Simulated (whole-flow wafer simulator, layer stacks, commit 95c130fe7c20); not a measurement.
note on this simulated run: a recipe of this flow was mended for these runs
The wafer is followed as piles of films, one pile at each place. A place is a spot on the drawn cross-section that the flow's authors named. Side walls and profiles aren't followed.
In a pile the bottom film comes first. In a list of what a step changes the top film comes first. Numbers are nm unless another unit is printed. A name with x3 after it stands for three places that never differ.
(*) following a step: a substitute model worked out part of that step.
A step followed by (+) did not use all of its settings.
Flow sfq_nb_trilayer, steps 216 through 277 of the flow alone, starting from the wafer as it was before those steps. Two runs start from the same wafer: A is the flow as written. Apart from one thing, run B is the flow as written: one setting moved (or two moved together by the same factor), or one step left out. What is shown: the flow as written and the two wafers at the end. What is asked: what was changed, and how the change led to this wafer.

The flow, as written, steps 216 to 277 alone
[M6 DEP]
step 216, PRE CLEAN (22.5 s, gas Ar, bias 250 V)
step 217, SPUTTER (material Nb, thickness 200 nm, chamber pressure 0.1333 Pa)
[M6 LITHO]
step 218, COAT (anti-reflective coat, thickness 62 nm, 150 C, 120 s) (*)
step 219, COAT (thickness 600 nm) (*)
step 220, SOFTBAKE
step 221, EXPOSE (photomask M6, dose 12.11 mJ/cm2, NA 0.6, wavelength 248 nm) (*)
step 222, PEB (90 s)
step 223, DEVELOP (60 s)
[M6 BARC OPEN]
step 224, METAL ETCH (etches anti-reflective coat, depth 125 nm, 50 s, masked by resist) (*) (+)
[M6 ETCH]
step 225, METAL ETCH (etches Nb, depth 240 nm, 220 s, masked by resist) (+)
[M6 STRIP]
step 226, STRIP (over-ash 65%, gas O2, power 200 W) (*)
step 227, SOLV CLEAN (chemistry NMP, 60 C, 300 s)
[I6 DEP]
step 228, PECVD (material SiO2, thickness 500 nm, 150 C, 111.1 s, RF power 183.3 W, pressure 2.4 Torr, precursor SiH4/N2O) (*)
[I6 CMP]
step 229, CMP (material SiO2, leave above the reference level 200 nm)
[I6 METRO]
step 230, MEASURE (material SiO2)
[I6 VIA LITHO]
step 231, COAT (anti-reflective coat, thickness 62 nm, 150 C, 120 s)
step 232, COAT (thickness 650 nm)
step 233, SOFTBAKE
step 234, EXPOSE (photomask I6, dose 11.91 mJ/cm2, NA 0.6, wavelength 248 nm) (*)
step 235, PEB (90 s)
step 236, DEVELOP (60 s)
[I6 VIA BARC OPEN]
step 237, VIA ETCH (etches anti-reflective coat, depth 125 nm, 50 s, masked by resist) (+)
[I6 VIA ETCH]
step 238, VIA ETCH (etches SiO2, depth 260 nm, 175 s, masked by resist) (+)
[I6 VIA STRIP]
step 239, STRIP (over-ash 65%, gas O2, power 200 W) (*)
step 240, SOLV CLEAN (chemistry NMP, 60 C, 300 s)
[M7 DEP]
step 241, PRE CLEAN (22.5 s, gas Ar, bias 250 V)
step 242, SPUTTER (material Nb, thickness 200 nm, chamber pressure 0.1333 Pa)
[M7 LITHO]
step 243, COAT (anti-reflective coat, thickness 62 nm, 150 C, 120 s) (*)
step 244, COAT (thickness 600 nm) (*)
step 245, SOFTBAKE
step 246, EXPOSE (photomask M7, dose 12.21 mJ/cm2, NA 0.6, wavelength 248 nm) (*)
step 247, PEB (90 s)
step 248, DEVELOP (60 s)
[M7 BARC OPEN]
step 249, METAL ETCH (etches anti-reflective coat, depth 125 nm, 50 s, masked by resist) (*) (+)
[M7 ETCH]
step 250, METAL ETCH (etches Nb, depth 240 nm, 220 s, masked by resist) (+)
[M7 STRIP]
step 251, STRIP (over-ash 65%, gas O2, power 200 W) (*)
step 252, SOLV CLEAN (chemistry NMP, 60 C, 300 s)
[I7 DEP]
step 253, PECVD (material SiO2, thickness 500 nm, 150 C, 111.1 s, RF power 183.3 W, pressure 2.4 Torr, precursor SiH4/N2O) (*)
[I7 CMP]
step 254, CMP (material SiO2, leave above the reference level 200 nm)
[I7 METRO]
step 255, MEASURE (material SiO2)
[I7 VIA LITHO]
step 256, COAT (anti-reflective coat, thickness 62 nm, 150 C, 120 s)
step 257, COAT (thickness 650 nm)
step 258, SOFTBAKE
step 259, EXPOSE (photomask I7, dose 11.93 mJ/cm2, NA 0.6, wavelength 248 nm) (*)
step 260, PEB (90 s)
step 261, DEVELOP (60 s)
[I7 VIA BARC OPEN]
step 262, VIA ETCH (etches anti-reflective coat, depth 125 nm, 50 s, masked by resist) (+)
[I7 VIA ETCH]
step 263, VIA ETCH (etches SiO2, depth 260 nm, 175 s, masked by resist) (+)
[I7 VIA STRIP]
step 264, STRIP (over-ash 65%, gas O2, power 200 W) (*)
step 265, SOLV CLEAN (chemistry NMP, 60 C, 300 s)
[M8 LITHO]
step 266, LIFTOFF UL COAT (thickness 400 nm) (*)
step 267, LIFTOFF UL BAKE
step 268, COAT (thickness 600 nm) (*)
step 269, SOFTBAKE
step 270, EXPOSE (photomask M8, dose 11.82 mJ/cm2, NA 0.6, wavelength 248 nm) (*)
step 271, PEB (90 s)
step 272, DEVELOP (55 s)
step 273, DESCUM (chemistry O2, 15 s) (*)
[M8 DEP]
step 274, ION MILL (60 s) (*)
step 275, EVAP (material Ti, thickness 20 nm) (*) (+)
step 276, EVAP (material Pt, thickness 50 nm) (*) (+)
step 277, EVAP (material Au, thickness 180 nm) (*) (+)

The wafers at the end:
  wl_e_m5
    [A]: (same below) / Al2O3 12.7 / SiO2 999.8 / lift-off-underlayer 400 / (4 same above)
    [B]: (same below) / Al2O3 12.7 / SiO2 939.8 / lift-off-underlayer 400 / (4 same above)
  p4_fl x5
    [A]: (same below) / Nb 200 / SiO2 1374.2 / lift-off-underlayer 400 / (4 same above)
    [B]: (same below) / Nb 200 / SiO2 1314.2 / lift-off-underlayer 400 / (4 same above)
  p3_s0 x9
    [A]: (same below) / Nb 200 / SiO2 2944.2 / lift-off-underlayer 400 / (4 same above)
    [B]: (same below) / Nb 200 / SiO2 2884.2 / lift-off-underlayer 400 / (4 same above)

Cause: step 217, SPUTTER: thickness 140 nm was run, whereas the flow has thickness 200 nm.

Step by step, how the change led to this:
  step 217, SPUTTER (material Nb, thickness 200 nm, chamber pressure 0.1333 Pa)
      field_l, v_sur, via_wl and 100 more: A Nb gains 200 (new film) | B Nb gains 140 (new film)
      be: A Nb gains 145.8 | B Nb gains 102.5
      (also at 2 further places)
  step 218, COAT (anti-reflective coat, thickness 62 nm, 150 C, 120 s) (*)
      be: A anti-reflective coat gains 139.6 (new film) | B anti-reflective coat gains 134.6 (new film)
      be_sur: A anti-reflective coat gains 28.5 (new film) | B anti-reflective coat gains 27.9 (new film)
      (also at 1 further place)
  step 225, METAL ETCH (etches Nb, depth 240 nm, 220 s, masked by resist) (+)
      field_l, gap, moat and 76 more: A Nb loses 200 (all of it), SiO2 loses 4 | B Nb loses 140 (all of it), SiO2 loses 10
  step 226, STRIP (over-ash 65%, gas O2, power 200 W) (*)
      be: A KrF-resist-other-grade loses 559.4 (all of it), anti-reflective coat loses 139.6 (all of it) | B KrF-resist-other-grade loses 552.8 (all of it), anti-reflective coat loses 134.6 (all of it)
      be_sur: A KrF-resist-other-grade loses 365.3 (all of it), anti-reflective coat loses 28.5 (all of it) | B KrF-resist-other-grade loses 369.2 (all of it), anti-reflective coat loses 27.9 (all of it)
      (also at 1 further place)
  step 228, PECVD (material SiO2, thickness 500 nm, 150 C, 111.1 s, RF power 183.3 W, pressure 2.4 Torr, precursor SiH4/N2O) (*)
      gap, wl_a_sl, m6r_space_l x2: A SiO2 gains 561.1 | B SiO2 gains 507.1
      be: A SiO2 gains 702 (new film) | B SiO2 gains 678.9 (new film)
  step 229, CMP (material SiO2, leave above the reference level 200 nm)
      field_l, p4_fl x5, p4_w1 x9 and 47 more: A SiO2 loses 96 | B SiO2 loses 150
      moat, field_r, lsp_l, ln_m5, lsp_m: A SiO2 loses 89.5 | B SiO2 loses 150
      (also at 9 further places)
